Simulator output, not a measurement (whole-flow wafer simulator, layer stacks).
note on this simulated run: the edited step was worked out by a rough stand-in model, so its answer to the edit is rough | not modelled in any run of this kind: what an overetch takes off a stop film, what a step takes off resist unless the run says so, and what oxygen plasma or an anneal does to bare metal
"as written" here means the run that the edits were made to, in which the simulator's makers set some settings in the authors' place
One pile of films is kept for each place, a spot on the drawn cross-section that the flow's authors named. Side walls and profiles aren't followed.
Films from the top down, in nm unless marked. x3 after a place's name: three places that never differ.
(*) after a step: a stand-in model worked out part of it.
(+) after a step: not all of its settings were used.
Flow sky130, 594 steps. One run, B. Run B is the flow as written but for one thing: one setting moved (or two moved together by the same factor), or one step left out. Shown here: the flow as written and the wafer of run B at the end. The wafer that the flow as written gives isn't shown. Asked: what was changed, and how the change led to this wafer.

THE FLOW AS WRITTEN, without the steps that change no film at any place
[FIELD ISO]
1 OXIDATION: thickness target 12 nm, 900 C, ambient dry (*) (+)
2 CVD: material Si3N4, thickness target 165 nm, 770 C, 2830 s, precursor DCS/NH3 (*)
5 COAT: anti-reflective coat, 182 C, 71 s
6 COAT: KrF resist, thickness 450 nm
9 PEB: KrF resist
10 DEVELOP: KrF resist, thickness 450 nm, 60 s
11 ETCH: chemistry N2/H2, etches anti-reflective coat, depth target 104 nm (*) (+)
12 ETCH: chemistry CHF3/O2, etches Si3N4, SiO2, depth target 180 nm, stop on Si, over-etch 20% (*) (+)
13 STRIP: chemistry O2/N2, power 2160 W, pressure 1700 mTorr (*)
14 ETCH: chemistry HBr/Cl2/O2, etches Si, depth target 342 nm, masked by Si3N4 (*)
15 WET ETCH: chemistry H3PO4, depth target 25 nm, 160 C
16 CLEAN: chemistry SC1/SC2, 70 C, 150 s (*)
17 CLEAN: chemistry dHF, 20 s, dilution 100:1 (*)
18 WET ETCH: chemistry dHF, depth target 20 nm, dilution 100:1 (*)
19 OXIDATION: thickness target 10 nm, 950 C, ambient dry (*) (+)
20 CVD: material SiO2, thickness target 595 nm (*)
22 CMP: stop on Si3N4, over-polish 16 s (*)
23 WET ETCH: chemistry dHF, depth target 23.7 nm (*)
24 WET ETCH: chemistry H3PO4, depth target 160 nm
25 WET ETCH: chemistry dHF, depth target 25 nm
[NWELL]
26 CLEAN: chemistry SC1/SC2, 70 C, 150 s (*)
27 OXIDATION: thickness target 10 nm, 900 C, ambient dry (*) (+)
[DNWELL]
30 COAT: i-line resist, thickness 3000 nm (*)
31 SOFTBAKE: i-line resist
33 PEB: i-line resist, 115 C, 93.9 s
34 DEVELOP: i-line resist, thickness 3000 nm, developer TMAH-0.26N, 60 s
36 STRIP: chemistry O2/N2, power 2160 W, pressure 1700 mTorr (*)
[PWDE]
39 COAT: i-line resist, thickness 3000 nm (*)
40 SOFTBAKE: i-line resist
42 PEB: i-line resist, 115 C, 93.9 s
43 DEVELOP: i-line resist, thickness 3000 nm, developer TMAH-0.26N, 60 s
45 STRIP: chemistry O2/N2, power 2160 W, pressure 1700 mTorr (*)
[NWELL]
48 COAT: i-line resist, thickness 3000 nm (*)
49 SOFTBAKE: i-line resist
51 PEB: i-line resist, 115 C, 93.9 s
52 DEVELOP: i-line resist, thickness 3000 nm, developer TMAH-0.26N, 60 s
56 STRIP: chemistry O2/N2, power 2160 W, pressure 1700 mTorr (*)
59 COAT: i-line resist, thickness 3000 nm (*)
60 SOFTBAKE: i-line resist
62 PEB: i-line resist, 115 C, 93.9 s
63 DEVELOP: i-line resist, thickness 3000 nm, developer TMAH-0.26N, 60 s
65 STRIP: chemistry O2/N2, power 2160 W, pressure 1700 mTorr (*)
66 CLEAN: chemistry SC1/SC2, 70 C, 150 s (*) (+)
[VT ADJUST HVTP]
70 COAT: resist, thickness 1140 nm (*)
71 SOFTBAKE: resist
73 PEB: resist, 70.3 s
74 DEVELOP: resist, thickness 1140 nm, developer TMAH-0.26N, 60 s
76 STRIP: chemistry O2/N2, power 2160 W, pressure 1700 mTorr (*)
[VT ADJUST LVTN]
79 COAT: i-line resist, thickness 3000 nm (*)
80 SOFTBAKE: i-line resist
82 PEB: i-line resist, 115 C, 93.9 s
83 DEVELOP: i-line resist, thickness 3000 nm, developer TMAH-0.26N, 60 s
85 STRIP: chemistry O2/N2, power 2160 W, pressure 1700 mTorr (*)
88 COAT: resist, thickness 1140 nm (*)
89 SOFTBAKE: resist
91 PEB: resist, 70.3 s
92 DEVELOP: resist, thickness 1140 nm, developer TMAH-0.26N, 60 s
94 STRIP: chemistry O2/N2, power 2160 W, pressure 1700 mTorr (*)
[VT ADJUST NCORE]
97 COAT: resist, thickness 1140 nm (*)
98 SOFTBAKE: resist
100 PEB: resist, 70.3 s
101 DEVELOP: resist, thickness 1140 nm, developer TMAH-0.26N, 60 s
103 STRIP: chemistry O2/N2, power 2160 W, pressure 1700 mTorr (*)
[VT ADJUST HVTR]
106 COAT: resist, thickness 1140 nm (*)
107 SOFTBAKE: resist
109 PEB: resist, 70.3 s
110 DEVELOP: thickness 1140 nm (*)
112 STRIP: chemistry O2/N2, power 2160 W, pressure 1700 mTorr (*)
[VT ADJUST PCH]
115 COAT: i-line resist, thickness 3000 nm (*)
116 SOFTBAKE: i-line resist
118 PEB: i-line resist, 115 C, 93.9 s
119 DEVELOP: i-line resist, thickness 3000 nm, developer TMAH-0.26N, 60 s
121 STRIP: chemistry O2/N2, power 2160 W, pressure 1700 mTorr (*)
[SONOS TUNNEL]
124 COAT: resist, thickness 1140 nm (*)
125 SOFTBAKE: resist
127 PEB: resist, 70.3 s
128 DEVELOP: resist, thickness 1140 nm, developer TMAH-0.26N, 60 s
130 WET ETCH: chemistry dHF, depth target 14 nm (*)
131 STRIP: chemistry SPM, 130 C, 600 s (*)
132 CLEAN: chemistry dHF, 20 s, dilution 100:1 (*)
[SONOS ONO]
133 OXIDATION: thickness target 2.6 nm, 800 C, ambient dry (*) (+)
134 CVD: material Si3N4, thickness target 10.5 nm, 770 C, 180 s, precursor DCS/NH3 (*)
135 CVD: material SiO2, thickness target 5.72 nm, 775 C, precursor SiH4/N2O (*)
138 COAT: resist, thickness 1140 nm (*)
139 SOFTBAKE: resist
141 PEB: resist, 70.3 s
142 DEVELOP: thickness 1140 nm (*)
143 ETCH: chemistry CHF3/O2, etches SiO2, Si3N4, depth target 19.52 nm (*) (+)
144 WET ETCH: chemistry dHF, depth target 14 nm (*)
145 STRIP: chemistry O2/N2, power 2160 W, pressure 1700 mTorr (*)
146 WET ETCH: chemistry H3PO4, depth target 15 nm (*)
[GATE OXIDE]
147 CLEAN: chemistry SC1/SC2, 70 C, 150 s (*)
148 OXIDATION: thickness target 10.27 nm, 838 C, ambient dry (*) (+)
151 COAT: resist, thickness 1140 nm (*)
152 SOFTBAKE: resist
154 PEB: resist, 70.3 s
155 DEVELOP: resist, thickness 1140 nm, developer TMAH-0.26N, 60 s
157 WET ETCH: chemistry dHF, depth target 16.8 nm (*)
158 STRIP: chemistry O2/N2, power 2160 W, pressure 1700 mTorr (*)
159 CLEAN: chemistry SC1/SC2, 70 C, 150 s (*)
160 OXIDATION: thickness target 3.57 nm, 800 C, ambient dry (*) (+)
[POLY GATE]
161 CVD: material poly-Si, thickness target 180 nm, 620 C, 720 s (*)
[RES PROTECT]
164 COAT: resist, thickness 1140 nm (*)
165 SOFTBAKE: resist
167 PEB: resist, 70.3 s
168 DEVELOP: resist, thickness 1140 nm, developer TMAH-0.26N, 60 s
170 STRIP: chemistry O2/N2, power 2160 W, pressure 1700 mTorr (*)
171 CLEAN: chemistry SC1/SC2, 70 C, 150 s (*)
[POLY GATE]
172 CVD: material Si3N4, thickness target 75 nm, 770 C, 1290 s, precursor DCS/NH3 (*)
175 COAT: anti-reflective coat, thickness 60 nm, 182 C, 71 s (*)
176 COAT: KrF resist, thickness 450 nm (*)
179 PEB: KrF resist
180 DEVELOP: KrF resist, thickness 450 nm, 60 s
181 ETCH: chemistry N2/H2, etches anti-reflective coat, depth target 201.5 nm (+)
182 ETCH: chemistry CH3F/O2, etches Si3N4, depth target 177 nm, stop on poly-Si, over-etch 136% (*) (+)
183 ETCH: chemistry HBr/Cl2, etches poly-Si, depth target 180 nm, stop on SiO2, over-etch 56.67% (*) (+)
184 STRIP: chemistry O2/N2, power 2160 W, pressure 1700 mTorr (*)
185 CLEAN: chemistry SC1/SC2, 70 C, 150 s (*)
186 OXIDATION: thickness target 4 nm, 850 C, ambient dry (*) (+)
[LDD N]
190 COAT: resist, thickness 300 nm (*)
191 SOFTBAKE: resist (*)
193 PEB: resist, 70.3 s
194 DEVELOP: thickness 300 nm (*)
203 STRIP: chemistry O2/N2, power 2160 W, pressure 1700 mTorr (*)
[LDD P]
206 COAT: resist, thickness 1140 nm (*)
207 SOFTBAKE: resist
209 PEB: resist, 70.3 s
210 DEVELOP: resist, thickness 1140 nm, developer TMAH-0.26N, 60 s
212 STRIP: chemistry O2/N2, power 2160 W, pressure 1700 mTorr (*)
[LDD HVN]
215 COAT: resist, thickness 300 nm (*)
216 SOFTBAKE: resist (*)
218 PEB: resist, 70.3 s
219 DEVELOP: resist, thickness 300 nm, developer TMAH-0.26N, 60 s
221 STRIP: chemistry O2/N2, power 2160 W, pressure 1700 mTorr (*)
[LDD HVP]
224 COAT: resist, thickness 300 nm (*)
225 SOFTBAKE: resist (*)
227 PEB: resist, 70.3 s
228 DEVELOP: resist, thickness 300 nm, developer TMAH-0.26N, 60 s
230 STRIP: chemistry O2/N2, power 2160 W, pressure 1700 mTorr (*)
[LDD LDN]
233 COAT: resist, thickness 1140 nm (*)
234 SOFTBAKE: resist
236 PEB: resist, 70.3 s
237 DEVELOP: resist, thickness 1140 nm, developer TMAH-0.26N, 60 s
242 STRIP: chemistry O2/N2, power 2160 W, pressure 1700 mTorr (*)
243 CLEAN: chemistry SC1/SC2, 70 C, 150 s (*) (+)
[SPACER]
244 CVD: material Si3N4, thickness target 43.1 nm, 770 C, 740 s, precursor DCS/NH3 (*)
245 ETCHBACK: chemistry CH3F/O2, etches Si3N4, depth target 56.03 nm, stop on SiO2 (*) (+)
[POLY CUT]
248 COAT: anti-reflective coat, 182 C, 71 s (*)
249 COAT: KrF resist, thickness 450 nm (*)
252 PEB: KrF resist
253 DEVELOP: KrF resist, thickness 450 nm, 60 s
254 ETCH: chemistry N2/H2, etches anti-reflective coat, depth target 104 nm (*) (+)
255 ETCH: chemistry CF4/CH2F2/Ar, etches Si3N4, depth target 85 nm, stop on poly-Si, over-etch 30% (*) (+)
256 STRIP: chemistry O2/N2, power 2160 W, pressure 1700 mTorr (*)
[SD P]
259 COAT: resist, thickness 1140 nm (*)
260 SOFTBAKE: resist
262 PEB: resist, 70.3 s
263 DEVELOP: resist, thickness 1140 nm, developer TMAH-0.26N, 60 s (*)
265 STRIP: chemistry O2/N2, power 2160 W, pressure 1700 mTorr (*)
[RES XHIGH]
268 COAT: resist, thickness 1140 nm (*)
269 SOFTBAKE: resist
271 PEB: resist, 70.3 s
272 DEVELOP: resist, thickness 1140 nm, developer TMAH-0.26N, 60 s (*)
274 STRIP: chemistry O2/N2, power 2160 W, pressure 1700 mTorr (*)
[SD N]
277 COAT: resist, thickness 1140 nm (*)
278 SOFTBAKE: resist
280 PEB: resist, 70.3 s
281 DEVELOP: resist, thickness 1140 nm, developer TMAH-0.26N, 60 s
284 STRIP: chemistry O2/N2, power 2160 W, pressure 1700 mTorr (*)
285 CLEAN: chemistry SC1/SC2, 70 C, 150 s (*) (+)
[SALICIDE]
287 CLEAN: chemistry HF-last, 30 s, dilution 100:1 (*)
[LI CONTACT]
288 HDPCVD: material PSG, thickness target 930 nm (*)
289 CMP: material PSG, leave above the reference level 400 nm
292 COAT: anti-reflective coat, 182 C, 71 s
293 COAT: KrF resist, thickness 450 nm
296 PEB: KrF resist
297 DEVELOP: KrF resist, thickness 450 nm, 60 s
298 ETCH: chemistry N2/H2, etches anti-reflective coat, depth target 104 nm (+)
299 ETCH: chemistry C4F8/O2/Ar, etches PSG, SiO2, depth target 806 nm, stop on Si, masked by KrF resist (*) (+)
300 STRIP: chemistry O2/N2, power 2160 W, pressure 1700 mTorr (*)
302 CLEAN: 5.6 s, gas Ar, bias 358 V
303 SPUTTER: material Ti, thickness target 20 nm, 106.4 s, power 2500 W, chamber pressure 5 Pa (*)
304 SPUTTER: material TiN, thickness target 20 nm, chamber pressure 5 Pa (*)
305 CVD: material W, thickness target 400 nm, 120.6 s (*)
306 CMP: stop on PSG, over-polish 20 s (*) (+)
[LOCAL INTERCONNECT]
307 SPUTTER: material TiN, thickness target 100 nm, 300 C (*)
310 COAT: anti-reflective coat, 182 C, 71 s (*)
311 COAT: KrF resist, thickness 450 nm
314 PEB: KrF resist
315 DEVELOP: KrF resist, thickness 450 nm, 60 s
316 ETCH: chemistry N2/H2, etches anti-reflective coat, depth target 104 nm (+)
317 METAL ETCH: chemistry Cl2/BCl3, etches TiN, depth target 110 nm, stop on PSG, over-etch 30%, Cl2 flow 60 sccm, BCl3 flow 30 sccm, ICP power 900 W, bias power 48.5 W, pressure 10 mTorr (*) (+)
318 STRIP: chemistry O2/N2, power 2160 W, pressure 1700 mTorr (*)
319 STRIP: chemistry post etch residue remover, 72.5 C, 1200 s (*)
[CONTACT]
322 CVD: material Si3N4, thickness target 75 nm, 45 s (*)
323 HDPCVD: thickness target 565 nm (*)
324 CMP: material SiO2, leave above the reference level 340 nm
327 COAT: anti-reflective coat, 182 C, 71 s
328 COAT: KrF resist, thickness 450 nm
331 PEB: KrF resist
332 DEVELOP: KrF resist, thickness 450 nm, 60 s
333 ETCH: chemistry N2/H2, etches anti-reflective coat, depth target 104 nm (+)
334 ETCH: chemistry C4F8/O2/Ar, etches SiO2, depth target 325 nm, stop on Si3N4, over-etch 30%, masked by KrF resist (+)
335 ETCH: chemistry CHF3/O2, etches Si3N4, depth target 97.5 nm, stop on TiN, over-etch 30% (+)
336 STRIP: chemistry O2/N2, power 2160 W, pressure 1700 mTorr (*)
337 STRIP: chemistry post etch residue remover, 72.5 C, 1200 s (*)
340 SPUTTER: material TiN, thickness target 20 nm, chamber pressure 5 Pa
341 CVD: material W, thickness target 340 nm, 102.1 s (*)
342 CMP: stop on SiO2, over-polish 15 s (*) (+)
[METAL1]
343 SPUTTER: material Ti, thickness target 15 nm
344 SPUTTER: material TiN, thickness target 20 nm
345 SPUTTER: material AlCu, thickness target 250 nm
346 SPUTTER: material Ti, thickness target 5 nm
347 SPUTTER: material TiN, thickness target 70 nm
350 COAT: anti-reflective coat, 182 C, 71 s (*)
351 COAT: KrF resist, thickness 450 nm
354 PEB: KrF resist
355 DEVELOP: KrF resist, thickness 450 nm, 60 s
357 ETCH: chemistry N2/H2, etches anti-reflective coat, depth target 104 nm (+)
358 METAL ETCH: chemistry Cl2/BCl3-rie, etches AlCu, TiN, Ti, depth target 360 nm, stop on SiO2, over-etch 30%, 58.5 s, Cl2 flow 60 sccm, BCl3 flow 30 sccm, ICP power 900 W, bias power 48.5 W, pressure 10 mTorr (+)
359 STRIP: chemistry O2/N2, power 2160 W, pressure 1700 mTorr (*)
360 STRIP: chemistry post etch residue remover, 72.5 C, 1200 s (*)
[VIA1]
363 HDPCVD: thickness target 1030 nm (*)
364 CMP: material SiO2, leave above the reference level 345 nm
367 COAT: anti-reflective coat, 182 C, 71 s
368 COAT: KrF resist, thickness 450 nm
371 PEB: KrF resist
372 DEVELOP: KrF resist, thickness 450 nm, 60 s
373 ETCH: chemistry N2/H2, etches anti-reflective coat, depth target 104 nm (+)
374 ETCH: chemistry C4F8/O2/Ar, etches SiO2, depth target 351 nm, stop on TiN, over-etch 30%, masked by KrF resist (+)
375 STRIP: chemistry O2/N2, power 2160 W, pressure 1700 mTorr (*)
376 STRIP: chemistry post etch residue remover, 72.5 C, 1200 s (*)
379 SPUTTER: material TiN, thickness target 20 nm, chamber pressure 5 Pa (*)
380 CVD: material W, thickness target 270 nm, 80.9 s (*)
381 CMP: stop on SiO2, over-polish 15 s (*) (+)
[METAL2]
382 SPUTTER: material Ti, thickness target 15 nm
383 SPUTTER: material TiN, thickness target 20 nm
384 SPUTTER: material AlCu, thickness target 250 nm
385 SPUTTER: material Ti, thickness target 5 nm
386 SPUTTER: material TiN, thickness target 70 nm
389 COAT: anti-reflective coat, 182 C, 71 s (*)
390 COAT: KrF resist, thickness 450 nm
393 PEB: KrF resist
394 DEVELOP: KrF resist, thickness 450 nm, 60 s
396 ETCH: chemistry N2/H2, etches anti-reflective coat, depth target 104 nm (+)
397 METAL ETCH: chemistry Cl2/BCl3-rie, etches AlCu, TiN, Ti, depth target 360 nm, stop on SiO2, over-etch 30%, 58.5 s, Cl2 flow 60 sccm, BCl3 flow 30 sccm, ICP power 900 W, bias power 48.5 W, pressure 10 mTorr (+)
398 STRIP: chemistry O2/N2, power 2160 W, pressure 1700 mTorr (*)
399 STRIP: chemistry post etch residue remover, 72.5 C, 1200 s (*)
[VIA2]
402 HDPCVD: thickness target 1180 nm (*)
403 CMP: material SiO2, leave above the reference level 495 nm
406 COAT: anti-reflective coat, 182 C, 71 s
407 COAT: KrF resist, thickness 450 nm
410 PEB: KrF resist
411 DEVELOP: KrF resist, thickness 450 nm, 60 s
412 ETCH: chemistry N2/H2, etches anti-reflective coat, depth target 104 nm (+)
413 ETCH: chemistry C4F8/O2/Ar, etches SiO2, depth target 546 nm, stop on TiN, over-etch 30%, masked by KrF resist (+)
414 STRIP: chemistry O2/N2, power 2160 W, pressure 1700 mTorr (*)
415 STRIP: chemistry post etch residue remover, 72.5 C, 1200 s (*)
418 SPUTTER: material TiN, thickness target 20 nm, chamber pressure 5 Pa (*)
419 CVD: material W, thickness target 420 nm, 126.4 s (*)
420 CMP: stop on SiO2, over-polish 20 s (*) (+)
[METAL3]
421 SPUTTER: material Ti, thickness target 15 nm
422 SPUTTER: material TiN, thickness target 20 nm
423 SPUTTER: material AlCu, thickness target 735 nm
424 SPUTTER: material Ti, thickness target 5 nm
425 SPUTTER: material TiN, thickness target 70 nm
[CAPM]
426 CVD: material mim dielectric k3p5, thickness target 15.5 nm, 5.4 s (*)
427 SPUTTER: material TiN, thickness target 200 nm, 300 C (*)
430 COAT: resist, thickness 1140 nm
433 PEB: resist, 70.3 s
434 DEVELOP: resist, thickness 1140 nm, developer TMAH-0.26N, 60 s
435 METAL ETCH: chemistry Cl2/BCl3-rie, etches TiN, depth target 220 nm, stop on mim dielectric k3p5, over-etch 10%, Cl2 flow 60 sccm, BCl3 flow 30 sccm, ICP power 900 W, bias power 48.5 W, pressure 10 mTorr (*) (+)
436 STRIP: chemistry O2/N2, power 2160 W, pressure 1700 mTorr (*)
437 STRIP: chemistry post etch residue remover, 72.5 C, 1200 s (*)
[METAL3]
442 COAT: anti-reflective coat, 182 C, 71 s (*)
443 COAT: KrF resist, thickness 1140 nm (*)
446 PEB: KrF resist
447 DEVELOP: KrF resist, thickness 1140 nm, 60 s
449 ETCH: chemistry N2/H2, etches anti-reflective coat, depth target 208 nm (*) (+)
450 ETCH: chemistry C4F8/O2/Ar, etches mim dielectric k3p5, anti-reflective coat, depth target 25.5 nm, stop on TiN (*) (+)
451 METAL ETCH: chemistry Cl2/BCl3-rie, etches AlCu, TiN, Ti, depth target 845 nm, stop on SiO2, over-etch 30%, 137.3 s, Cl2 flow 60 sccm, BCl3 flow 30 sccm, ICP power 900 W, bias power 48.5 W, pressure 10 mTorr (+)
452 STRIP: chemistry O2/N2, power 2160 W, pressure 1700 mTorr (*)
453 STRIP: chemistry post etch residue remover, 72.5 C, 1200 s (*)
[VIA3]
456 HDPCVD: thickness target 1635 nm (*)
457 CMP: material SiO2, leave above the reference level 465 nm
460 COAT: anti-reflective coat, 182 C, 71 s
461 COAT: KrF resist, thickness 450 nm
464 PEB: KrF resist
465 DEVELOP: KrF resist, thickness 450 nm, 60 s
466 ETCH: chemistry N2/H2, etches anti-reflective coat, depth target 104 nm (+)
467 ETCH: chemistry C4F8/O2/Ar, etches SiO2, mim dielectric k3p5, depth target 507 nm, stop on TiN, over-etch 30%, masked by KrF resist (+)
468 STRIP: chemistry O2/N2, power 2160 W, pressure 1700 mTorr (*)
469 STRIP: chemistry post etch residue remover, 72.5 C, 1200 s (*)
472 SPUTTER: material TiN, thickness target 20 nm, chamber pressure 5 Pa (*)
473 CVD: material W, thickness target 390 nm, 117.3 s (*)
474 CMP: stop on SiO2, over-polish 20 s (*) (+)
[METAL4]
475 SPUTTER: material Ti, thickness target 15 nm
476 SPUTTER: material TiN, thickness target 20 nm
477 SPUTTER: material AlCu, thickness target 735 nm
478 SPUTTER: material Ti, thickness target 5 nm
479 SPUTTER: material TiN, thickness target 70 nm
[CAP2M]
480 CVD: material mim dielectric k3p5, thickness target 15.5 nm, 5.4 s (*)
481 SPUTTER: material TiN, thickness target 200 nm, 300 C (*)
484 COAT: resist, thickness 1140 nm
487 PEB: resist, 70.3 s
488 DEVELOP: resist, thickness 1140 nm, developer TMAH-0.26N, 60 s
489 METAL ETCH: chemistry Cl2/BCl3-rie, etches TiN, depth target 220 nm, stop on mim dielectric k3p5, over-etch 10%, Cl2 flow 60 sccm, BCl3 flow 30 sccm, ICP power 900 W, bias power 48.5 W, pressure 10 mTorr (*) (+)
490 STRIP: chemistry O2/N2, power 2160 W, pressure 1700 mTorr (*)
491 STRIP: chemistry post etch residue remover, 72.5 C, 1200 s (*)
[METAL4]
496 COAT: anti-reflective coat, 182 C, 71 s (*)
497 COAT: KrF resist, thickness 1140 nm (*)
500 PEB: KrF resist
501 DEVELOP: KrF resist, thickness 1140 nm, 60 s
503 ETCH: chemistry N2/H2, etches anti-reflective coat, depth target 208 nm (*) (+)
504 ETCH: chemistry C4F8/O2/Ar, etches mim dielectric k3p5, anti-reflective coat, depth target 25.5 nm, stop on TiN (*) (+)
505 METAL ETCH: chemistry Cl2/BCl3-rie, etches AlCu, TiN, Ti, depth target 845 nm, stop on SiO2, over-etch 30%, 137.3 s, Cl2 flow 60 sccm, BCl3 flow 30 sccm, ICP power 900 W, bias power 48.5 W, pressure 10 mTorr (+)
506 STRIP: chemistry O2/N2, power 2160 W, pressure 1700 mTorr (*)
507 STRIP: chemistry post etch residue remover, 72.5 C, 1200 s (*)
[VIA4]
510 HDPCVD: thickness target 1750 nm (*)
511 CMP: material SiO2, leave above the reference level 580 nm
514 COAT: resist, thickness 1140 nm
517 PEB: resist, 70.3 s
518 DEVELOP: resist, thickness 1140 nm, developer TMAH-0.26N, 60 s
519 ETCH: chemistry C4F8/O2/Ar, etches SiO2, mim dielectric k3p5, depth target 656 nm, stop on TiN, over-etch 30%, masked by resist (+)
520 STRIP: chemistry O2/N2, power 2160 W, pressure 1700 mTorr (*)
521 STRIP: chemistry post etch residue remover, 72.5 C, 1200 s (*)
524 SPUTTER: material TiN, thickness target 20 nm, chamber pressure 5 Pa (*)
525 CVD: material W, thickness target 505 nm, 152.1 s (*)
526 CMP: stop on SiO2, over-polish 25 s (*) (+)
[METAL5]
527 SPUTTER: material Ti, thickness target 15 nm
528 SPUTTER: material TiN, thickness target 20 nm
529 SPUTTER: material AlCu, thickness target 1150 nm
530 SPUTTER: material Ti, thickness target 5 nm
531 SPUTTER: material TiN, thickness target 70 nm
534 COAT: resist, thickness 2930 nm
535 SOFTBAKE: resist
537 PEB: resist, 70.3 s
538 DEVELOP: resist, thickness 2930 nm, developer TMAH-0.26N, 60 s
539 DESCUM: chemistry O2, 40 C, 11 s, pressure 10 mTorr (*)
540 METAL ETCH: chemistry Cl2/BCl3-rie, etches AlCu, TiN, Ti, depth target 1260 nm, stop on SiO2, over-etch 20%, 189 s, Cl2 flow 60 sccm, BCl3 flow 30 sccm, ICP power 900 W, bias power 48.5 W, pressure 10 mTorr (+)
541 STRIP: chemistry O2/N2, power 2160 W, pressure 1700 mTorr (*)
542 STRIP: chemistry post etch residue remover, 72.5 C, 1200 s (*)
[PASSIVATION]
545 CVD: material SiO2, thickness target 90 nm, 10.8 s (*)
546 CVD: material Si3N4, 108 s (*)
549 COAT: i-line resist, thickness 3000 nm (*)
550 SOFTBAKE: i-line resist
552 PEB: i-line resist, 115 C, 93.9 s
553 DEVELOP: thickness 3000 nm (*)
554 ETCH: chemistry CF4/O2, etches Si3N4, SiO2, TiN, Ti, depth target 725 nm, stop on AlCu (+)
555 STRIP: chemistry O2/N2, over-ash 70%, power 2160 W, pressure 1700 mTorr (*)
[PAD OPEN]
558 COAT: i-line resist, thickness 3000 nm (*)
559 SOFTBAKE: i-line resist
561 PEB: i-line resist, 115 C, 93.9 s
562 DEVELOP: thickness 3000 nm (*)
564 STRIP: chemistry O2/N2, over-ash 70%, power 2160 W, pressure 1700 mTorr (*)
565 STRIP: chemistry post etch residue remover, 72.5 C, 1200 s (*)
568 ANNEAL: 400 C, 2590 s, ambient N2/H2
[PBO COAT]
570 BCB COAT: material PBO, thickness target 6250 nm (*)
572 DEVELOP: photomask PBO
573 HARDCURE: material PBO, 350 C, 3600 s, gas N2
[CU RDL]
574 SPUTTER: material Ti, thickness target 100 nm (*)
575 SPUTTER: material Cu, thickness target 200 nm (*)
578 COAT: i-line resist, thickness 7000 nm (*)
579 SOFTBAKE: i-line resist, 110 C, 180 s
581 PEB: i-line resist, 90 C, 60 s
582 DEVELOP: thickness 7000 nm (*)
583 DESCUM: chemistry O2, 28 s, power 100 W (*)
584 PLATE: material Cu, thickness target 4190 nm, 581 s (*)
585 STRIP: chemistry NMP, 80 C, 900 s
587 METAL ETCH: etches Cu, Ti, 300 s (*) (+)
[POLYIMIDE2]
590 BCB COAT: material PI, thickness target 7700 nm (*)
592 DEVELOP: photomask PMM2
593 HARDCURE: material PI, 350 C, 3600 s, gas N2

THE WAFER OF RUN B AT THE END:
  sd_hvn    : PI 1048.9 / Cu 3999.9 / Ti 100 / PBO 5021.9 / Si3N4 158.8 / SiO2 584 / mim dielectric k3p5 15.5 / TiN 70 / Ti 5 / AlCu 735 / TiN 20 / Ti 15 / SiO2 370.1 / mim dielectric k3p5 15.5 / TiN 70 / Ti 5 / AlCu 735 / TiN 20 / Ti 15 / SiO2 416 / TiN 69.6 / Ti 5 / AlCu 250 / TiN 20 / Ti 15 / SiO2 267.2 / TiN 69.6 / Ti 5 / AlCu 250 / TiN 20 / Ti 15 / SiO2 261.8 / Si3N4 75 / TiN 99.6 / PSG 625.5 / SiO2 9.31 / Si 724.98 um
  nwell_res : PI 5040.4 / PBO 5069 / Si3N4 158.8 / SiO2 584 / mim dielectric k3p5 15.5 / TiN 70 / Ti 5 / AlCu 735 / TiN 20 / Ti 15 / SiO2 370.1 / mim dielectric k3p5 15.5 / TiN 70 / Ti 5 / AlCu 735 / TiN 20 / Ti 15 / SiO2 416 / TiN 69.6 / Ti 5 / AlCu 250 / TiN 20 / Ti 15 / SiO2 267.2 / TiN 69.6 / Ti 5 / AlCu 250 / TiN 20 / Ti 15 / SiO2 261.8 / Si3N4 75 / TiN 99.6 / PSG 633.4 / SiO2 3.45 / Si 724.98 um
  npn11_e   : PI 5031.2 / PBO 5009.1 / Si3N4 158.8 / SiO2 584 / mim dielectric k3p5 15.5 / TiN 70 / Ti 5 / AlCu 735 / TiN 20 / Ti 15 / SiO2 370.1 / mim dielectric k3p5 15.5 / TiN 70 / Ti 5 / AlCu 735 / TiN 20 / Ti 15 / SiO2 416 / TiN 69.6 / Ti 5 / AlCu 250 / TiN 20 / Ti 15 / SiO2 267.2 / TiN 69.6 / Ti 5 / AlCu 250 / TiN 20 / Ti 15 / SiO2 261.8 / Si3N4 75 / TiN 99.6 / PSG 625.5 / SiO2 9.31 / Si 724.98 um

The cause: step 186, OXIDATION: 914 C was run, where the flow has 850 C.

How the change led to this, step by step:
  186 OXIDATION: thickness target 4 nm, 850 C, ambient dry (*) (+)
      active, p_well, spacer and 26 more: SiO2 +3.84, Si -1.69 (as written it would be: SiO2 +1.55, Si -0.68)
      pwell_dnw, sd_hvn, dext_ntap_nw and 17 more: SiO2 +2.5, Si -1.1 (as written it would be: SiO2 +0.94, Si -0.41)
      (and at 1 more place)
  248 COAT: anti-reflective coat, 182 C, 71 s (*)
      gate_p_g5v0: anti-reflective coat +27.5 (new film) (as written it would be: anti-reflective coat +26.8 (new film))
      drift_pwde_fp: anti-reflective coat +22.7 (new film) (as written it would be: anti-reflective coat +23.4 (new film))
  256 STRIP: chemistry O2/N2, power 2160 W, pressure 1700 mTorr (*)
      gate_p_g5v0: KrF resist -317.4 (all of it), anti-reflective coat -27.5 (all of it) (as written it would be: KrF resist -317.7 (all of it), anti-reflective coat -26.8 (all of it))
      drift_pwde_fp: KrF resist -256 (all of it), anti-reflective coat -22.7 (all of it) (as written it would be: KrF resist -255.2 (all of it), anti-reflective coat -23.4 (all of it))
  299 ETCH: chemistry C4F8/O2/Ar, etches PSG, SiO2, depth target 806 nm, stop on Si, masked by KrF resist (*) (+)
      contact, ndiff_licon, ndiff_licon_cpp: PSG -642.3 (all of it), SiO2 -3.45 (all of it) (as written it would be: PSG -643.6 (all of it), SiO2 -1.16 (all of it))
  303 SPUTTER: material Ti, thickness target 20 nm, 106.4 s, power 2500 W, chamber pressure 5 Pa (*)
      ndiff_licon_cpp: Ti +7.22 (new film) (as written it would be: Ti +6.53 (new film))
